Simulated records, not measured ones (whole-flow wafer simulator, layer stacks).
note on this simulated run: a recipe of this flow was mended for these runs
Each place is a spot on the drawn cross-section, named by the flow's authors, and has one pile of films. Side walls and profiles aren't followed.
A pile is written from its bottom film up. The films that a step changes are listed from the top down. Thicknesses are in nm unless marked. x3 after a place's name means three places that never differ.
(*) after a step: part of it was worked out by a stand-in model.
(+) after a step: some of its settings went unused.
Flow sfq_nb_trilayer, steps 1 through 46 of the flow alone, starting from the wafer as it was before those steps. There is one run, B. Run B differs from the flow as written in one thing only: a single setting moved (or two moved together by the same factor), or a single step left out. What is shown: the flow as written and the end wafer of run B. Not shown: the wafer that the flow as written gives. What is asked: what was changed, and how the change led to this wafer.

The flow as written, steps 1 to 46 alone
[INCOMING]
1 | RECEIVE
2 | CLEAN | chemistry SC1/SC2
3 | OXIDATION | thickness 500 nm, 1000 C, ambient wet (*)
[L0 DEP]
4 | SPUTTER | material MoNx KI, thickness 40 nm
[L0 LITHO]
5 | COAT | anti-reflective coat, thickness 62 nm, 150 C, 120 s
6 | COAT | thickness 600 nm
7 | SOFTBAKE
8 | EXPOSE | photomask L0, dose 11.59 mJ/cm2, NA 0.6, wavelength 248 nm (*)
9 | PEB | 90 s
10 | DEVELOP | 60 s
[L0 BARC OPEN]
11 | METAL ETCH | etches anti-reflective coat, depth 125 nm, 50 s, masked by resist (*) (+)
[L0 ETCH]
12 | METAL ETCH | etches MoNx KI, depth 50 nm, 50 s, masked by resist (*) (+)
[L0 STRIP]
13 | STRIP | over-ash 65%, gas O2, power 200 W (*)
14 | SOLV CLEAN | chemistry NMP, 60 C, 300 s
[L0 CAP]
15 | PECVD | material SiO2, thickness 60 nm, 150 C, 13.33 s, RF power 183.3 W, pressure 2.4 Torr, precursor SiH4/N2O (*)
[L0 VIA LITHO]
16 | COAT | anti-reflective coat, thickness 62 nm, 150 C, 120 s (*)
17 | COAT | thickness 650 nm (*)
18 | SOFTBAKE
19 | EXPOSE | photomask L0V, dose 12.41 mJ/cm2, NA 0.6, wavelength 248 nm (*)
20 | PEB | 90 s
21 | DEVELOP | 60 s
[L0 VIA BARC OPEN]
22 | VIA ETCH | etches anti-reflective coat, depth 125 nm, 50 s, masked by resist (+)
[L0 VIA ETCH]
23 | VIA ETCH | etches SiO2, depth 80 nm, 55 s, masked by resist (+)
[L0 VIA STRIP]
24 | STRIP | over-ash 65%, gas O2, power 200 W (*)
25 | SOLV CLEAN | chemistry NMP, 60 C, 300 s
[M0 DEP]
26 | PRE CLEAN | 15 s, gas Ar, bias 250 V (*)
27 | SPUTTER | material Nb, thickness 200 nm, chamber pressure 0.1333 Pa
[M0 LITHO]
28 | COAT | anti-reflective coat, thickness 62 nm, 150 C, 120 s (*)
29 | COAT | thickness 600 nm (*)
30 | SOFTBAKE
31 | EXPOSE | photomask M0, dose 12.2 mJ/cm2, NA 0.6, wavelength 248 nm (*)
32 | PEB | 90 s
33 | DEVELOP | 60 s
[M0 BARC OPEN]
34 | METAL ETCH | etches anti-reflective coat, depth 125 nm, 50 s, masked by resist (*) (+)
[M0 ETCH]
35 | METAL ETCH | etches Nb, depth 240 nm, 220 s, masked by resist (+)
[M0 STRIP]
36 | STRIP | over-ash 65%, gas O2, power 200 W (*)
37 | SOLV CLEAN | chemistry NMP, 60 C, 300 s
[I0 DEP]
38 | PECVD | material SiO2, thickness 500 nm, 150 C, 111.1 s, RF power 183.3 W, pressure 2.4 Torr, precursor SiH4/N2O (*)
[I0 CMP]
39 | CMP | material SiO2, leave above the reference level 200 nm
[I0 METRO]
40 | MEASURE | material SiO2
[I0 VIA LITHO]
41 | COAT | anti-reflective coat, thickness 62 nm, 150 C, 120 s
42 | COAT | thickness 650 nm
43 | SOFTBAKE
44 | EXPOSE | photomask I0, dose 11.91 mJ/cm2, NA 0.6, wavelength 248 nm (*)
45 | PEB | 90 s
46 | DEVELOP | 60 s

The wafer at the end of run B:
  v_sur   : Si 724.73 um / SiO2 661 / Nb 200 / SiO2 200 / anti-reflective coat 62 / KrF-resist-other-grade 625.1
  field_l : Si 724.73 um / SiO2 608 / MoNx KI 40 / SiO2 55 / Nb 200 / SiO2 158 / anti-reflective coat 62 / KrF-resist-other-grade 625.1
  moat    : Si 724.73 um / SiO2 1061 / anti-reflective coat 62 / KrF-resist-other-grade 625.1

What caused this: step 3, OXIDATION: thickness 608 nm was run, while the flow as written has thickness 500 nm.
The wafer lets one read it off: field_l has SiO2 608, and step 3 as written asks for 500 nm.

How this came from the change, step by step:
  3 | OXIDATION | thickness 500 nm, 1000 C, ambient wet (*)
      field_l, v_sur, via_wl and 103 more: SiO2 gains 608 (new film), chemical SiO2 loses 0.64 (all of it), Si loses 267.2 (in the flow as written it would be: SiO2 gains 500 (new film), chemical SiO2 loses 0.64 (all of it), Si loses 219.7)
